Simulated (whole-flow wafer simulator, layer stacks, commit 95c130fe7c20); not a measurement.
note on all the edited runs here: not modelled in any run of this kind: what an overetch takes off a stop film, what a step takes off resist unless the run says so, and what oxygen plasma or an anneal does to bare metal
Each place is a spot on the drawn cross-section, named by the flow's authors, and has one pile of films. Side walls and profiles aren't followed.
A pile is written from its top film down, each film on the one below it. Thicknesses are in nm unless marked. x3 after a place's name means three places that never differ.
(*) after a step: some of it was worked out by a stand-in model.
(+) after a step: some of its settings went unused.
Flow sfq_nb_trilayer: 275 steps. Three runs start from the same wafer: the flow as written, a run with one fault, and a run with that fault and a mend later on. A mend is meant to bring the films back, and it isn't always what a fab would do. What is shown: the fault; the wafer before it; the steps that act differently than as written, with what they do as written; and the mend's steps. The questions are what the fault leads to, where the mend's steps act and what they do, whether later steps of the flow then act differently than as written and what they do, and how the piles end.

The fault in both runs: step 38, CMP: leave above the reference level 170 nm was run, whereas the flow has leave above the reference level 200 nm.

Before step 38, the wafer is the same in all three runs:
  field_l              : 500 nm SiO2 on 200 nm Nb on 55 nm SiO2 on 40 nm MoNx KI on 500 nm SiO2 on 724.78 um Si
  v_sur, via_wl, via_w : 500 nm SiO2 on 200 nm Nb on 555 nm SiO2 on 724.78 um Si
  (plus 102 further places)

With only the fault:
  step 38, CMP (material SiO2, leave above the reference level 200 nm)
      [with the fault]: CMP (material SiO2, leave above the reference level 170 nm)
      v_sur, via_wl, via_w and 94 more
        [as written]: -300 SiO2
        [with the fault]: -330 SiO2
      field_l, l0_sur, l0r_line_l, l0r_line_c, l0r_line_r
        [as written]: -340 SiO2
        [with the fault]: -370 SiO2
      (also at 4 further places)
  Later steps of the flow acting differently than as written (4 more steps, not shown, differ only slightly: by at most 2% or 0.5 nm, whichever is larger):
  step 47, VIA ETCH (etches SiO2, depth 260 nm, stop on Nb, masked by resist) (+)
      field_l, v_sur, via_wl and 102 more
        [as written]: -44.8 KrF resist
        [with the fault]: -43.9 KrF resist
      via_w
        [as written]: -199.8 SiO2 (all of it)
        [with the fault]: -169.8 SiO2 (all of it)
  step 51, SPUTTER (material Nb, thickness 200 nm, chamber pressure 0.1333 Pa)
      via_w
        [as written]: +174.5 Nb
        [with the fault]: +180.7 Nb
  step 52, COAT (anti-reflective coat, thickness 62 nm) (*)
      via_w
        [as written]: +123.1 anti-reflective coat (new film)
        [with the fault]: +115 anti-reflective coat (new film)
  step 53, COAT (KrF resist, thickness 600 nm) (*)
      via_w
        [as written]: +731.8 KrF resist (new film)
        [with the fault]: +708 KrF resist (new film)
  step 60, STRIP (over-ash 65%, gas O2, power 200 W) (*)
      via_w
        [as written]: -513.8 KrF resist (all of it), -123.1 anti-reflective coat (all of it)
        [with the fault]: -490.1 KrF resist (all of it), -115 anti-reflective coat (all of it)
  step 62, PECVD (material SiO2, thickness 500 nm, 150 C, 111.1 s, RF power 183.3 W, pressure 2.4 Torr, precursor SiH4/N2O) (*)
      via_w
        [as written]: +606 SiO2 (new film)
        [with the fault]: +545.3 SiO2 (new film)
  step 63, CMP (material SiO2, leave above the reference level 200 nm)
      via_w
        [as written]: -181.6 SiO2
        [with the fault]: -157.1 SiO2
  At v_sur, via_wl, via_w and 37 more, the piles at the end differ from the flow's by more than 2% or 0.5 nm, whichever is larger.
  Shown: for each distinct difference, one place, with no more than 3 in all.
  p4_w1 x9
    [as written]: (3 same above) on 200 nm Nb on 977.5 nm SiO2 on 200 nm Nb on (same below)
    [with the fault]: (3 same above) on 200 nm Nb on 947.5 nm SiO2 on 200 nm Nb on (same below)
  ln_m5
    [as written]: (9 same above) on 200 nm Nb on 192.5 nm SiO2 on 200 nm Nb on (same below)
    [with the fault]: (9 same above) on 200 nm Nb on 162.5 nm SiO2 on 200 nm Nb on (same below)
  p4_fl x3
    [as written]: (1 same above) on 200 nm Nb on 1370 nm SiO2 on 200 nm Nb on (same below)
    [with the fault]: (1 same above) on 200 nm Nb on 1340 nm SiO2 on 200 nm Nb on (same below)

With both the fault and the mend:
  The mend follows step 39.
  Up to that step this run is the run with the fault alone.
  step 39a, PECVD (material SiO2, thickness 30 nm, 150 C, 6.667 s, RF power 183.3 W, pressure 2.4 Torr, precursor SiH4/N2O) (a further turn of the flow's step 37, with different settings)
      field_l, v_sur, via_wl and 103 more
        +30 SiO2
  Later steps of the flow that are run all act as written at every place that is followed, up to a difference of at most 2% or 0.5 nm, whichever is larger.
  At the end the piles are close to the flow's at the places that both follow, differing by at most 2% or 0.5 nm, whichever is larger.
